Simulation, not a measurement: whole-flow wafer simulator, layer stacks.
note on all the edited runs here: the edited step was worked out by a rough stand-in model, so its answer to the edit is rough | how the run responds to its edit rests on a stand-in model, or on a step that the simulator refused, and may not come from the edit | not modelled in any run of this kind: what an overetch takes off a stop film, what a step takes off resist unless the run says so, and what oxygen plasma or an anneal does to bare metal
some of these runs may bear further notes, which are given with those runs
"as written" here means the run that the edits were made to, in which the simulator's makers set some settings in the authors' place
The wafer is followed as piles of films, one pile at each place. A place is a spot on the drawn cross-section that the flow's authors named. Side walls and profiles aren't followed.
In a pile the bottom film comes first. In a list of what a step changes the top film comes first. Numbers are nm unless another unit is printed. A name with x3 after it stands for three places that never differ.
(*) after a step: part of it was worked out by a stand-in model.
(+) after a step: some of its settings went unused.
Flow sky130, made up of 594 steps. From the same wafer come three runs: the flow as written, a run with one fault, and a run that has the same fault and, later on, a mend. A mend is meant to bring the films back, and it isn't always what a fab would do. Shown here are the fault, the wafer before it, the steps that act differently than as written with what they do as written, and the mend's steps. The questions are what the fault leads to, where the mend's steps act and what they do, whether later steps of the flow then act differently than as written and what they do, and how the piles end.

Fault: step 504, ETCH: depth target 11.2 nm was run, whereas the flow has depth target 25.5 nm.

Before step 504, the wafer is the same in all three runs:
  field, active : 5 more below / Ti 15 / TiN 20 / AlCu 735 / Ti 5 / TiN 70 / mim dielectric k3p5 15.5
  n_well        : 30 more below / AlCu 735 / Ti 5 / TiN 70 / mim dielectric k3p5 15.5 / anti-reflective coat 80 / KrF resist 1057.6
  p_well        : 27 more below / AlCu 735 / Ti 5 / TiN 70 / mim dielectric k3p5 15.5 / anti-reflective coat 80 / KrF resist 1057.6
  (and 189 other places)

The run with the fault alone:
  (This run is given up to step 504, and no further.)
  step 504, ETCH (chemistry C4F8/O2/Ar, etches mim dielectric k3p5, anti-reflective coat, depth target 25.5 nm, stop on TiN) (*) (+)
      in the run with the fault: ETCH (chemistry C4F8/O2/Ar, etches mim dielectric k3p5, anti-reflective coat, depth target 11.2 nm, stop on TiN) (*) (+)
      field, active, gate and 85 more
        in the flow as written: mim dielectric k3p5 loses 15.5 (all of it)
        in the run with the fault: mim dielectric k3p5 loses 11.2
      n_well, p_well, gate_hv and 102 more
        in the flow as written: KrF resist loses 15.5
        in the run with the fault: KrF resist loses 7.47
  The piles after step 504 differ from the flow's at field, active, gate and 85 more by more than 2% or 0.5 nm, whichever is larger.
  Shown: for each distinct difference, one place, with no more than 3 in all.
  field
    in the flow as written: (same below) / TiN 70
    in the run with the fault: (same below) / TiN 70 / mim dielectric k3p5 4.3

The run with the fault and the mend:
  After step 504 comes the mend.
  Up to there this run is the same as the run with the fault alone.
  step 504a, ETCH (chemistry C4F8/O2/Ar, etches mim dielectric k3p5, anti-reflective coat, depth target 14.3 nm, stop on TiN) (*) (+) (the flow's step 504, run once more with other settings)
      n_well, p_well, gate_hv and 102 more
        KrF resist loses 4.3
      field, active, gate and 85 more
        mim dielectric k3p5 loses 4.3 (all of it)
  Later steps of the flow that are run all act as written at every place that is followed, up to a difference of at most 2% or 0.5 nm, whichever is larger.
  The piles end the same as the flow's at every place that both follow.
